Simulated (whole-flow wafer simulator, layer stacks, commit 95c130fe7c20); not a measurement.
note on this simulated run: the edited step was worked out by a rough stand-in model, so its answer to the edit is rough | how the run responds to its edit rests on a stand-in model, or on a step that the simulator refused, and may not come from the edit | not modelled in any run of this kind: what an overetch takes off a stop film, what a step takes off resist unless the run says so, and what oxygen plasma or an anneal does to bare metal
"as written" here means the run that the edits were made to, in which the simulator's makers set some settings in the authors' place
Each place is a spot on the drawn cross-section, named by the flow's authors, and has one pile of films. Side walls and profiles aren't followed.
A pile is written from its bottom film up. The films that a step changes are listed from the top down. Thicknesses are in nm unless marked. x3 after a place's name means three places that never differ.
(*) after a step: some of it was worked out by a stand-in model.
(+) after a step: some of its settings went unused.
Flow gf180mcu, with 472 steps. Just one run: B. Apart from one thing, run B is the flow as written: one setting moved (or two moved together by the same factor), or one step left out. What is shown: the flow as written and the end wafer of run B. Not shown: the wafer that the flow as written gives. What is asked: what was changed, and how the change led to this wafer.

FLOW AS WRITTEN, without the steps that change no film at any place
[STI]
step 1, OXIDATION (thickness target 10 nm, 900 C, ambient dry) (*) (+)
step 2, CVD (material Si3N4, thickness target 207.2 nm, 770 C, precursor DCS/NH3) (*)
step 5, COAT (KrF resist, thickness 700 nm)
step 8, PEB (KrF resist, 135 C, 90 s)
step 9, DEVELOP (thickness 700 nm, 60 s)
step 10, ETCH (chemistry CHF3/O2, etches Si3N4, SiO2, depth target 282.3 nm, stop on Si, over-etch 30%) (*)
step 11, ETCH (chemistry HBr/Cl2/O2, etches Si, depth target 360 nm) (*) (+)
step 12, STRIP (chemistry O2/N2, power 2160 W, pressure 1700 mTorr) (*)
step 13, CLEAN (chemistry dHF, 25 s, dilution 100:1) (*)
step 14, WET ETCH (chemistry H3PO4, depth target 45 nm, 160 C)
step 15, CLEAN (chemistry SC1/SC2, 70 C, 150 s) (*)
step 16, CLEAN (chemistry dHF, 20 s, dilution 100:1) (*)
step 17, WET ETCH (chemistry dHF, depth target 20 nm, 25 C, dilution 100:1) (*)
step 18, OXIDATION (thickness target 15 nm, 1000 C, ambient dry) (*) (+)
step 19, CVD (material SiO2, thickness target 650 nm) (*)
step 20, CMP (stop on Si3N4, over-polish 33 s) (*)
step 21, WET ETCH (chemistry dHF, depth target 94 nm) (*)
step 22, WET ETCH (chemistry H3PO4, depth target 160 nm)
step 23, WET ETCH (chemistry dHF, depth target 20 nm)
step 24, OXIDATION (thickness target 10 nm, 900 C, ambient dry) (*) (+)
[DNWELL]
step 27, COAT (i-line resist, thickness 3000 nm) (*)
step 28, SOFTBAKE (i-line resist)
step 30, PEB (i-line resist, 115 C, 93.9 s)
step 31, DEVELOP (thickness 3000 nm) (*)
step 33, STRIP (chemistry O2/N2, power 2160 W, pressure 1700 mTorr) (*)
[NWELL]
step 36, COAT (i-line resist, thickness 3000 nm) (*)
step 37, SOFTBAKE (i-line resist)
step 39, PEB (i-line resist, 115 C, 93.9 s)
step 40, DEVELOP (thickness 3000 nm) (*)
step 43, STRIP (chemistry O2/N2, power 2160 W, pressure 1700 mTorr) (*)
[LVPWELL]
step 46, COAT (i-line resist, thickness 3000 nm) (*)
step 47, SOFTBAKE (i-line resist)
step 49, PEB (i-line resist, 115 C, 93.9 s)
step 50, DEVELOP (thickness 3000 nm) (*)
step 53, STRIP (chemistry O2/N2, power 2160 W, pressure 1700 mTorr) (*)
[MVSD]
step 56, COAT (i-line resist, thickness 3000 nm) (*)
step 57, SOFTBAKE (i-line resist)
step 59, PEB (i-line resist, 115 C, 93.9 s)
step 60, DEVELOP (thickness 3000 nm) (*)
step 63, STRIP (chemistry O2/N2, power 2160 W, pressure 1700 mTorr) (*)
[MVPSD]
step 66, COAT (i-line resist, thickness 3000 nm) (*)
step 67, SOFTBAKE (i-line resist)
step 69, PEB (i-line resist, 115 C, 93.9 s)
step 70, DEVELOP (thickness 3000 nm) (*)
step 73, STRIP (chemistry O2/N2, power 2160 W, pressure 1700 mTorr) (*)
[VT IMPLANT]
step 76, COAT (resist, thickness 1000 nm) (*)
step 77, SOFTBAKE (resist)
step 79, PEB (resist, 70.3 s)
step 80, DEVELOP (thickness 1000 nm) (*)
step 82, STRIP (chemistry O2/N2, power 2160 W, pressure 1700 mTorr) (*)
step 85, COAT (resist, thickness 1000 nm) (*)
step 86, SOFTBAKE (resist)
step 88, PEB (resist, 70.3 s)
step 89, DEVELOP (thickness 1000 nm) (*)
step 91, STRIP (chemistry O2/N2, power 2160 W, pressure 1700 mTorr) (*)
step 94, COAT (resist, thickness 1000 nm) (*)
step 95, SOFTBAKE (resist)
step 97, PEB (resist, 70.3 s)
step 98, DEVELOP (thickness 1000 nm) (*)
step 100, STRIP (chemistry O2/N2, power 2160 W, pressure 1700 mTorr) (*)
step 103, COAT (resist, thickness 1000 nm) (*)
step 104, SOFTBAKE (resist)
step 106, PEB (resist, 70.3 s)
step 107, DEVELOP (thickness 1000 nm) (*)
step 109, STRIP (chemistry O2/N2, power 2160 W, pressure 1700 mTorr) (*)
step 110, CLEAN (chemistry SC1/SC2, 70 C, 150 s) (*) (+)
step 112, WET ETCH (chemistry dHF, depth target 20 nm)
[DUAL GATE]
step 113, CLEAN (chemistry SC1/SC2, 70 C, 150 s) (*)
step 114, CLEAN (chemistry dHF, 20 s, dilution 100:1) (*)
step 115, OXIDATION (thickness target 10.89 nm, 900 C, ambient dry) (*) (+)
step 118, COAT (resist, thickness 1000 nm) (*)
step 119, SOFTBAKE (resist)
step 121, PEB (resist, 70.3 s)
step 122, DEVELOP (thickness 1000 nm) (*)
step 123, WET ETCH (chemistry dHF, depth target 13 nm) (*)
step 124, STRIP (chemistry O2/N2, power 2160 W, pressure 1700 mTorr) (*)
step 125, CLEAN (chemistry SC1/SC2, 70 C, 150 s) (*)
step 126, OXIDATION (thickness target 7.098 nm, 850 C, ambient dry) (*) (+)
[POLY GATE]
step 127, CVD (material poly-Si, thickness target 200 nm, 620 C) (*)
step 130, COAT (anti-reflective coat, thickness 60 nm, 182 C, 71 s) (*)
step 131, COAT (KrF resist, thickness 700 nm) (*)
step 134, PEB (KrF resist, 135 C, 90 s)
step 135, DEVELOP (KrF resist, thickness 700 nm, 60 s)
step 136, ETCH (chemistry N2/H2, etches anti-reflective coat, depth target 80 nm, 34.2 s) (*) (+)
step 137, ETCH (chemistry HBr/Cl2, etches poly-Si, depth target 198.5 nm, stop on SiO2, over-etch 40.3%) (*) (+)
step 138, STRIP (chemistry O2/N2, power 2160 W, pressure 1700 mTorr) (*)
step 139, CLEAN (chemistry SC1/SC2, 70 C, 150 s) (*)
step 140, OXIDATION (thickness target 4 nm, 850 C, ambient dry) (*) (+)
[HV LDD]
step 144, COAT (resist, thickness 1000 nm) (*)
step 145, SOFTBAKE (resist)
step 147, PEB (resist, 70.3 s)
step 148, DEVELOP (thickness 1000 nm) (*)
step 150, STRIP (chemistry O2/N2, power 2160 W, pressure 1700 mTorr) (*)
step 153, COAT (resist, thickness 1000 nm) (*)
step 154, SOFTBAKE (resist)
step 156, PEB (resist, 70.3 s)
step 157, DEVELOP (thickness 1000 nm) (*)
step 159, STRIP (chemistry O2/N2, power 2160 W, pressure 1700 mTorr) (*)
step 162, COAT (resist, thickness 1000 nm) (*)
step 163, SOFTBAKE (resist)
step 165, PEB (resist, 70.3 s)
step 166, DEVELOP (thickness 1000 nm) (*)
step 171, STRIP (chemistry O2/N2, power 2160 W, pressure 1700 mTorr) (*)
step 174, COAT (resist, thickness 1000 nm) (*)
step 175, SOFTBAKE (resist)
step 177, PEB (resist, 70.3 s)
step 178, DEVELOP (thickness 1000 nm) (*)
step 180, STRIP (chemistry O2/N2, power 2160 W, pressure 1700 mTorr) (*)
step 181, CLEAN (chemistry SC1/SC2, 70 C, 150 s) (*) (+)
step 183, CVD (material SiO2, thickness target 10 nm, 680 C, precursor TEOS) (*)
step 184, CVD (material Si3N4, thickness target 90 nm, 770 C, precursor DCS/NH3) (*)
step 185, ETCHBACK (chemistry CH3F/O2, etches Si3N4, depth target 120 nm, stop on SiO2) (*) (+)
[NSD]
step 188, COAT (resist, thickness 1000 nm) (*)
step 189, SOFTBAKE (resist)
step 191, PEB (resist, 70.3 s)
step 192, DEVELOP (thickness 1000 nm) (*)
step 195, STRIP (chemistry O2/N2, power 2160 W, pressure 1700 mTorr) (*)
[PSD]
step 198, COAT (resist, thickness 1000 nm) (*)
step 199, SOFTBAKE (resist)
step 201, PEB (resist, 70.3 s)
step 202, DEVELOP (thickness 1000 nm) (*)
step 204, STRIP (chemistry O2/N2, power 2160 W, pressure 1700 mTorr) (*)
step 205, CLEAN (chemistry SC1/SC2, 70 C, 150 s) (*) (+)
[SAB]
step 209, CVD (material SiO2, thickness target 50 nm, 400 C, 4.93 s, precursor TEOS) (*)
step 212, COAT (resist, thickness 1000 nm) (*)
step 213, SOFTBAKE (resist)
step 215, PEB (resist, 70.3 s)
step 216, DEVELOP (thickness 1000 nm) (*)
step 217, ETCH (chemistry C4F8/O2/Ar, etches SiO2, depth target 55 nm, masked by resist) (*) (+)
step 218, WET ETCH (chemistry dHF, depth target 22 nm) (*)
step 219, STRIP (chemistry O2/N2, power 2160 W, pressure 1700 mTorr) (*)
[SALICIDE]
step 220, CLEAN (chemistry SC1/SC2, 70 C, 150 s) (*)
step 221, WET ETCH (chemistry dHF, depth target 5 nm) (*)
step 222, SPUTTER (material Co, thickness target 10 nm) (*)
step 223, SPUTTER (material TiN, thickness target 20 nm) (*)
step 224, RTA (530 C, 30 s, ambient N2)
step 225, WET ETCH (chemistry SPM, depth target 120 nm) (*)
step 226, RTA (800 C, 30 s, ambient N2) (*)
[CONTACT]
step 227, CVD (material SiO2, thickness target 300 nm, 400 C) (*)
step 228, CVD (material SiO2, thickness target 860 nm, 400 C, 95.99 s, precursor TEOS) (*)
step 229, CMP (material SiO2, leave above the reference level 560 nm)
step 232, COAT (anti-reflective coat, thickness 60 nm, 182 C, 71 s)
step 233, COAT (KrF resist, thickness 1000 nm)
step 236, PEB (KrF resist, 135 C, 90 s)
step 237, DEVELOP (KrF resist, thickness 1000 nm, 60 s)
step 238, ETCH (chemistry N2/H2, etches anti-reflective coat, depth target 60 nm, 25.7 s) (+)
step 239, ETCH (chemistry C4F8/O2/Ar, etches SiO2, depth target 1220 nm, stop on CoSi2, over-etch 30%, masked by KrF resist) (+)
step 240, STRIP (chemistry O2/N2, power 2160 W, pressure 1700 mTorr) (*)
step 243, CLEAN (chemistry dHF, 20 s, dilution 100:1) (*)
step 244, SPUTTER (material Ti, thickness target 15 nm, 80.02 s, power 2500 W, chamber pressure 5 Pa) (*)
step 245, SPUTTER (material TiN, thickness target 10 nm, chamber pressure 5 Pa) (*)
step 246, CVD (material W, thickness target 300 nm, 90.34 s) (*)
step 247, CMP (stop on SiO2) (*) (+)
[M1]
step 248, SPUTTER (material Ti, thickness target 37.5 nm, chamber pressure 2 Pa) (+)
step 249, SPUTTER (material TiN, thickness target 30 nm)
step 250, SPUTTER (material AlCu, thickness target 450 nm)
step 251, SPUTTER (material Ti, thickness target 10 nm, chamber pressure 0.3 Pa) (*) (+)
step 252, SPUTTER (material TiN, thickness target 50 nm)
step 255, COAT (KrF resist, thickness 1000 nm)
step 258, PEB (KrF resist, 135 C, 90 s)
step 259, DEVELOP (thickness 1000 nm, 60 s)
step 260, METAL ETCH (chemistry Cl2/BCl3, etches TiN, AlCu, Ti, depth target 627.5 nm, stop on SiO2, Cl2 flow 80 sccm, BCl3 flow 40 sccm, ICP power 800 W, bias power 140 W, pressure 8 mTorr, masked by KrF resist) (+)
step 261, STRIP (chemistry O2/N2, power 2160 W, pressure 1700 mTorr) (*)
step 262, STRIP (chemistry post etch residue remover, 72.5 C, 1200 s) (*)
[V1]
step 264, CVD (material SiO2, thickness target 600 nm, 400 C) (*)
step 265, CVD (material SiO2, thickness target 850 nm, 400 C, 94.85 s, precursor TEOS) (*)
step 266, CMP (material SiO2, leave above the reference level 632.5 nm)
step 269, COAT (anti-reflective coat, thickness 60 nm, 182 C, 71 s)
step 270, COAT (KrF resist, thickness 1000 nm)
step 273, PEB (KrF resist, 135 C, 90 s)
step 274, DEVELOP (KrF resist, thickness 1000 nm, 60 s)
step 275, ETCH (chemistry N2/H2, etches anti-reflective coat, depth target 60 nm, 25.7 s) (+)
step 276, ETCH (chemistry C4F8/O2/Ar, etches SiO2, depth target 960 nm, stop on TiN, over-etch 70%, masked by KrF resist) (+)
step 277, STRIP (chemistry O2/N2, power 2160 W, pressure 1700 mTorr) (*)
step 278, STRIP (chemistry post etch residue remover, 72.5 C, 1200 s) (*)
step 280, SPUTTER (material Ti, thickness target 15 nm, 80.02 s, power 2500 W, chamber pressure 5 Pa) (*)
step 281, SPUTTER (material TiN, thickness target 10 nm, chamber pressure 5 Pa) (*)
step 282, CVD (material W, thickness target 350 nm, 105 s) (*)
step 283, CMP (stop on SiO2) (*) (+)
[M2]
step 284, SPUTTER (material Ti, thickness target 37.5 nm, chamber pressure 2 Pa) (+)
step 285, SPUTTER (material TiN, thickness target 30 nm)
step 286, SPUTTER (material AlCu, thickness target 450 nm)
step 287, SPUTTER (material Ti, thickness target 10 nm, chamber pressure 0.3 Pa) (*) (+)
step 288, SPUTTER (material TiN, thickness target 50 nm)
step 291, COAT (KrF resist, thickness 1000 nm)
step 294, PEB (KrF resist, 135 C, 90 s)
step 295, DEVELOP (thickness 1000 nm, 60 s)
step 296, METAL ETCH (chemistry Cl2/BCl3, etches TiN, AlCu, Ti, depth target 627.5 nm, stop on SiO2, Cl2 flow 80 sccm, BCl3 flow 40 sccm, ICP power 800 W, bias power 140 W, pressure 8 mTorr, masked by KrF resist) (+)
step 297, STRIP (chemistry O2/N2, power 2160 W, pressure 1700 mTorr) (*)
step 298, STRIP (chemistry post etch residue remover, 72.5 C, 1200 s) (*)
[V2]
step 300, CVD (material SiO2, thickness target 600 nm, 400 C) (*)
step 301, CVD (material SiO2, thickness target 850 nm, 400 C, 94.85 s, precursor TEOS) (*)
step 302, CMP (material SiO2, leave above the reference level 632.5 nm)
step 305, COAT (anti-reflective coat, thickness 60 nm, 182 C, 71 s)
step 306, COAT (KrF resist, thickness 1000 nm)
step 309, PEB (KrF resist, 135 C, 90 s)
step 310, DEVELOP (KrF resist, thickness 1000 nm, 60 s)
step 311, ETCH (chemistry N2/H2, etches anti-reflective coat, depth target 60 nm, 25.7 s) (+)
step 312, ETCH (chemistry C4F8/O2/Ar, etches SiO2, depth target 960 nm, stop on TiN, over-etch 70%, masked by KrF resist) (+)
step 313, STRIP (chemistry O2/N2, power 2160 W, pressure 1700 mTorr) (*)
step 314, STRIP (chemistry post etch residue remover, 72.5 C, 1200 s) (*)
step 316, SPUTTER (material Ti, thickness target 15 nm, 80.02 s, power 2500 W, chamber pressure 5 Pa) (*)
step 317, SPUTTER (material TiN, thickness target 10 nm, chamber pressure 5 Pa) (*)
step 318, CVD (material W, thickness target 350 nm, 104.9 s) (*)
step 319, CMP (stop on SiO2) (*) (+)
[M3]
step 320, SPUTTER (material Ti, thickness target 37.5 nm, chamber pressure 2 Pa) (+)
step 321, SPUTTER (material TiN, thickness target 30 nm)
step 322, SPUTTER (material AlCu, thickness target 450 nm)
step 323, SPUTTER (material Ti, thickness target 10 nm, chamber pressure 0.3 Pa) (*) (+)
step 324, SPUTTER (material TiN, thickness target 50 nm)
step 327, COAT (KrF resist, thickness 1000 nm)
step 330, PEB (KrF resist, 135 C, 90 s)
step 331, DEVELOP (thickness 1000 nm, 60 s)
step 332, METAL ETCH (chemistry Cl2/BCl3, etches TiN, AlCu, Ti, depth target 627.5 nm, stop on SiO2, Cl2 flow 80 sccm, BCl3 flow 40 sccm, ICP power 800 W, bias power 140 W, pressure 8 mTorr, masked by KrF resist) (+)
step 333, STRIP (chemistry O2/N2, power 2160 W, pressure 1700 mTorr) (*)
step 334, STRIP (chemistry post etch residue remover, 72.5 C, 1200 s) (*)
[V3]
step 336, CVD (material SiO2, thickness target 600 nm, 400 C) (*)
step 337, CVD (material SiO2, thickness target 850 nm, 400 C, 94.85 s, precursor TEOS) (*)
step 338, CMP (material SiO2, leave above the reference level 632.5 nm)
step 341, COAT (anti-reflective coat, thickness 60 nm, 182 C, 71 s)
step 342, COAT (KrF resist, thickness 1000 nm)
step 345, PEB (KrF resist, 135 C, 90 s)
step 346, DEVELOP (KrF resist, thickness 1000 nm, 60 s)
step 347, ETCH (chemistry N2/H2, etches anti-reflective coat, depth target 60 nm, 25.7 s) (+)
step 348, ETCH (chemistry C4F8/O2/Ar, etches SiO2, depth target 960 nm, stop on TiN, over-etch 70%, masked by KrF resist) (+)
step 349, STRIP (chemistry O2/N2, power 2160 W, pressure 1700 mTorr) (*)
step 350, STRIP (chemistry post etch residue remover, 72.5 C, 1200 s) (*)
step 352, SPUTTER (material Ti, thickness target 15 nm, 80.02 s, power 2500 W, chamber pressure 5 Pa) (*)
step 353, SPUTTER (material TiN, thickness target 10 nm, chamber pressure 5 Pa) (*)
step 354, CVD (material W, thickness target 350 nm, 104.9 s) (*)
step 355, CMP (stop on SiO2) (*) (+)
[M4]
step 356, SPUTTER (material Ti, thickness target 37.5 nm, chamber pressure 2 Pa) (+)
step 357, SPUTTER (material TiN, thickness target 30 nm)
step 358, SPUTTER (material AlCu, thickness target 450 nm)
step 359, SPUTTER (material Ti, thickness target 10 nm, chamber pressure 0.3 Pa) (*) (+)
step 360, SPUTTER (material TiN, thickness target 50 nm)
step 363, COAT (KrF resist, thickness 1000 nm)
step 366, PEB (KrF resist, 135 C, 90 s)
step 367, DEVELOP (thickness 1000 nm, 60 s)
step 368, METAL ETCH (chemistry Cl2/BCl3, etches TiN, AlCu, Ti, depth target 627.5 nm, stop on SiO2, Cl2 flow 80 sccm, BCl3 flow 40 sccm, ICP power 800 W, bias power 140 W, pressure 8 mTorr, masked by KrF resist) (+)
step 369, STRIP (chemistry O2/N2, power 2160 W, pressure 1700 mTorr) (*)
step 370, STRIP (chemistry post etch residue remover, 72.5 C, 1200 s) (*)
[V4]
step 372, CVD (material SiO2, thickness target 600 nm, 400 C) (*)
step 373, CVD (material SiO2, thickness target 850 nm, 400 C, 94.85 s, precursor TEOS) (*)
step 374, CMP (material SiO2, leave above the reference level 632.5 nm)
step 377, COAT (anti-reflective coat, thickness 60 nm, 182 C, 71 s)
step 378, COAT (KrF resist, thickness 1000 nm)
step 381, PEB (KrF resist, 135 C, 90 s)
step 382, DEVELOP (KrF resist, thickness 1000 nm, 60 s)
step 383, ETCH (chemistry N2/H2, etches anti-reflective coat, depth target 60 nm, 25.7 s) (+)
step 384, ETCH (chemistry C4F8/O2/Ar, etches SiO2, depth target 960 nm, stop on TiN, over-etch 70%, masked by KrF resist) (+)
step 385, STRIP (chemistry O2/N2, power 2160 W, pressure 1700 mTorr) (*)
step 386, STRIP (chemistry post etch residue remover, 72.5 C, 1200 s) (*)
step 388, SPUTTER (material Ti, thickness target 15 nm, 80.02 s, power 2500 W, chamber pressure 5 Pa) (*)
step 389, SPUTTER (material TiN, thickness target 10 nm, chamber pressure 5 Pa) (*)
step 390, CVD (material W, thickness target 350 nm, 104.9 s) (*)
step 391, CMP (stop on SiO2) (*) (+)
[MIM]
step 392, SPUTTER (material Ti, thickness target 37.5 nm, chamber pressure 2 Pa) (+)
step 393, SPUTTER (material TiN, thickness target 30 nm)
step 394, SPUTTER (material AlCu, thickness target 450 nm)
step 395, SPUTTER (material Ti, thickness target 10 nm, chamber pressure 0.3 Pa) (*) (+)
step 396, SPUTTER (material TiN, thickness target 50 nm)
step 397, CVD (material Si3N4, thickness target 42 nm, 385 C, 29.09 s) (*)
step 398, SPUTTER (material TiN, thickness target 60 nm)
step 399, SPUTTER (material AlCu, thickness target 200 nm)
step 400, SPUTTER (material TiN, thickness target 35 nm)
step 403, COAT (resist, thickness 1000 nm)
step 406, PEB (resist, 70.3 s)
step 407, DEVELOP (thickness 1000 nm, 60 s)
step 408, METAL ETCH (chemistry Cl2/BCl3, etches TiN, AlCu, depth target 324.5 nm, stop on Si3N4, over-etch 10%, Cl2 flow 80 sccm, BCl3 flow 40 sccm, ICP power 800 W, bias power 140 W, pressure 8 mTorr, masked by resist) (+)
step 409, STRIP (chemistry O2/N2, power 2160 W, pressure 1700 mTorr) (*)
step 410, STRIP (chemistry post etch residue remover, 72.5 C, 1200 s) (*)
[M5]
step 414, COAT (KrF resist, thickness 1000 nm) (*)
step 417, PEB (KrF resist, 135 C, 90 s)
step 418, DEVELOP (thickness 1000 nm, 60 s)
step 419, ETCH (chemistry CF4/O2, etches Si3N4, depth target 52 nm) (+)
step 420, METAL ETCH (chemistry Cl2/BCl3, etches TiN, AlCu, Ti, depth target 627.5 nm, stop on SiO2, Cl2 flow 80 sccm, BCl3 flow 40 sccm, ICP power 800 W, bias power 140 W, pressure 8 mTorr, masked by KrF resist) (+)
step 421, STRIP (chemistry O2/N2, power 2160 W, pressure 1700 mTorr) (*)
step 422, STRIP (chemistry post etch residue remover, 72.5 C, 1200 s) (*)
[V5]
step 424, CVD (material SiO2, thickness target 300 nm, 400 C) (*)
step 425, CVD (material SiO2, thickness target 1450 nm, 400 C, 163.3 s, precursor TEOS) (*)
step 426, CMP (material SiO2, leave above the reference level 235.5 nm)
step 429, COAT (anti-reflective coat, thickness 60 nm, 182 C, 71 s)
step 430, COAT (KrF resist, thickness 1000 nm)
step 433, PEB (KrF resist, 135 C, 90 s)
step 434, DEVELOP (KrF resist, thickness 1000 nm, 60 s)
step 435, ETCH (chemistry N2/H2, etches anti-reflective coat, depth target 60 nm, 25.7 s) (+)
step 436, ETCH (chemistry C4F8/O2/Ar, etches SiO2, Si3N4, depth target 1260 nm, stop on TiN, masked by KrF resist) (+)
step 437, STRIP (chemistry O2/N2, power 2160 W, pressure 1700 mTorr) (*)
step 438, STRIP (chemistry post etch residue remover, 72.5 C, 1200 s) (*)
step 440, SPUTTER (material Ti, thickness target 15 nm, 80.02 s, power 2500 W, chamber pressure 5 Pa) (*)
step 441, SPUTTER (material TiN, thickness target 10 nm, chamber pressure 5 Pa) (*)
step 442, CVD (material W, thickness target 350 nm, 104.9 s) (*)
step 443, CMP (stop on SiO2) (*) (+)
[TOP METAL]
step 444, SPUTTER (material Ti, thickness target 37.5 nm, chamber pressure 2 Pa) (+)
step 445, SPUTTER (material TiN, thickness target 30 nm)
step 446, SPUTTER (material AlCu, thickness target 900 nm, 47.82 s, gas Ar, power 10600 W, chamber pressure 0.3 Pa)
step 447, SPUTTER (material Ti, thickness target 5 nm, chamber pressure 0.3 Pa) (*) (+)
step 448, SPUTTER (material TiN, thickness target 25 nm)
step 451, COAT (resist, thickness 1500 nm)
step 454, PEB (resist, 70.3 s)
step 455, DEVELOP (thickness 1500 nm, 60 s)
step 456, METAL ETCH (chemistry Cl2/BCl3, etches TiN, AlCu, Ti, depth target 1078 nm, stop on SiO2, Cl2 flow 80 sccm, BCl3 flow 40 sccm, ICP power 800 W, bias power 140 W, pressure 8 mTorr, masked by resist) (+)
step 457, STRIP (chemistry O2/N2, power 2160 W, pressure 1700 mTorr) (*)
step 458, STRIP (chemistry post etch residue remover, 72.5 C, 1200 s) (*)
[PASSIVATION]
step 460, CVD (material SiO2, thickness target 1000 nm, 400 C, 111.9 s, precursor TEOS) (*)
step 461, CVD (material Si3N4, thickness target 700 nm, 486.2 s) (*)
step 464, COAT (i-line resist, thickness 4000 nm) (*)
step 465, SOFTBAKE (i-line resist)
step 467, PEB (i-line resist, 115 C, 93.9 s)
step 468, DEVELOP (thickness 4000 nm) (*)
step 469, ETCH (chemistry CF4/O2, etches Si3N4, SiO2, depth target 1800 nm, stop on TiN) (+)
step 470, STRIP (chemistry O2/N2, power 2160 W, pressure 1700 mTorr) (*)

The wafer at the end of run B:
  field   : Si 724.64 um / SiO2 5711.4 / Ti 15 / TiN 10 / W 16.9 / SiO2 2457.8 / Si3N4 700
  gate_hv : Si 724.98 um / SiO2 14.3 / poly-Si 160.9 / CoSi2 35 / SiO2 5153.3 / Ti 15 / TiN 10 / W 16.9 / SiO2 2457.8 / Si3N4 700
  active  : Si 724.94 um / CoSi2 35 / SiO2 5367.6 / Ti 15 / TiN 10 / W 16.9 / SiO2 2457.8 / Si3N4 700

Cause: step 373, CVD: thickness target 468 nm was run, while the flow as written has thickness target 850 nm; step 373, CVD: 52.17 s was run, where the flow has 94.85 s.

Step by step, how the change led to this:
  step 373, CVD (material SiO2, thickness target 850 nm, 400 C, 94.85 s, precursor TEOS) (*)
      field, field__w1, field__w2 and 108 more: +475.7 SiO2 (as written it would have been: +850 SiO2)
  step 374, CMP (material SiO2, leave above the reference level 632.5 nm)
      field, field__w1, field__w2 and 103 more: nothing (as written it would have been: -300 SiO2)
      field__w8, contact, m1, m1__w1, m1_nw: -502.8 SiO2 (as written it would have been: -877.1 SiO2)
  step 377, COAT (anti-reflective coat, thickness 60 nm, 182 C, 71 s)
      field: +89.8 anti-reflective coat (new film) (as written it would have been: +60 anti-reflective coat (new film))
      field__w8: +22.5 anti-reflective coat (new film) (as written it would have been: +60 anti-reflective coat (new film))
      (and at 15 other places as well)
  step 378, COAT (KrF resist, thickness 1000 nm)
      contact: +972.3 KrF resist (new film) (as written it would have been: +1000 KrF resist (new film))
      m1: +968.5 KrF resist (new film) (as written it would have been: +1000 KrF resist (new film))
      (and at 4 other places as well)
  step 382, DEVELOP (KrF resist, thickness 1000 nm, 60 s)
      contact: -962 KrF resist (all of it) (as written it would have been: -989.5 KrF resist (all of it))
  step 383, ETCH (chemistry N2/H2, etches anti-reflective coat, depth target 60 nm, 25.7 s) (+)
      contact: -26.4 anti-reflective coat (all of it), -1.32 SiO2 (as written it would have been: -60 anti-reflective coat (all of it), -0.46 SiO2)
  step 385, STRIP (chemistry O2/N2, power 2160 W, pressure 1700 mTorr) (*)
      field: -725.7 KrF resist (all of it), -89.8 anti-reflective coat (all of it) (as written it would have been: -739.2 KrF resist (all of it), -60 anti-reflective coat (all of it))
      field__w8: -730.2 KrF resist (all of it), -22.5 anti-reflective coat (all of it) (as written it would have been: -739.2 KrF resist (all of it), -60 anti-reflective coat (all of it))
      (and at 15 other places as well)
  step 390, CVD (material W, thickness target 350 nm, 104.9 s) (*)
      contact: +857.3 W (new film) (as written it would have been: +932.3 W (new film))
  step 391, CMP (stop on SiO2) (*) (+)
      field, field__w1, field__w2 and 103 more: -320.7 W (as written it would have been: -350 W (all of it), -10 TiN (all of it), -15 Ti (all of it), -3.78 SiO2)
      field__w8, m1, m1__w1, m1_nw: -350 W (all of it), -10 TiN (all of it), -15 Ti (all of it), -20 SiO2 (as written it would have been: -350 W (all of it), -10 TiN (all of it), -15 Ti (all of it), -3.78 SiO2)
      (and at 1 other place as well)
  step 420, METAL ETCH (chemistry Cl2/BCl3, etches TiN, AlCu, Ti, depth target 627.5 nm, stop on SiO2, Cl2 flow 80 sccm, BCl3 flow 40 sccm, ICP power 800 W, bias power 140 W, pressure 8 mTorr, masked by KrF resist) (+)
      field, field__w1, field__w2 and 101 more: -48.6 TiN (all of it), -10 Ti (all of it), -450 AlCu (all of it), -30 TiN (all of it), -37.5 Ti (all of it), -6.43 W (as written it would have been: -48.6 TiN (all of it), -10 Ti (all of it), -450 AlCu (all of it), -30 TiN (all of it), -37.5 Ti (all of it))
  step 422, STRIP (chemistry post etch residue remover, 72.5 C, 1200 s) (*)
      field, field__w1, field__w2 and 101 more: -6.01 W (as written it would have been: nothing)
  step 424, CVD (material SiO2, thickness target 300 nm, 400 C) (*)
      field, field__w1, field__w2 and 101 more: +300 SiO2 (new film) (as written it would have been: +300 SiO2)
  step 426, CMP (material SiO2, leave above the reference level 235.5 nm)
      field, field__w1, field__w5 and 92 more: -288.4 SiO2 (as written it would have been: -300.8 SiO2)
      field__w2, field__w3, field__w12 and 6 more: -259.7 SiO2 (as written it would have been: -272.7 SiO2)
If metal films that touch count as one body, field has 1 body; the flow as written gives 0 bodies.
If metal films that touch count as one body, gate_hv has 2 bodies (between them, from the top down: SiO2 5153.3); the flow as written gives 1 body.
If metal films that touch count as one body, active has 2 bodies (between them, from the top down: SiO2 5367.6); the flow as written gives 1 body.
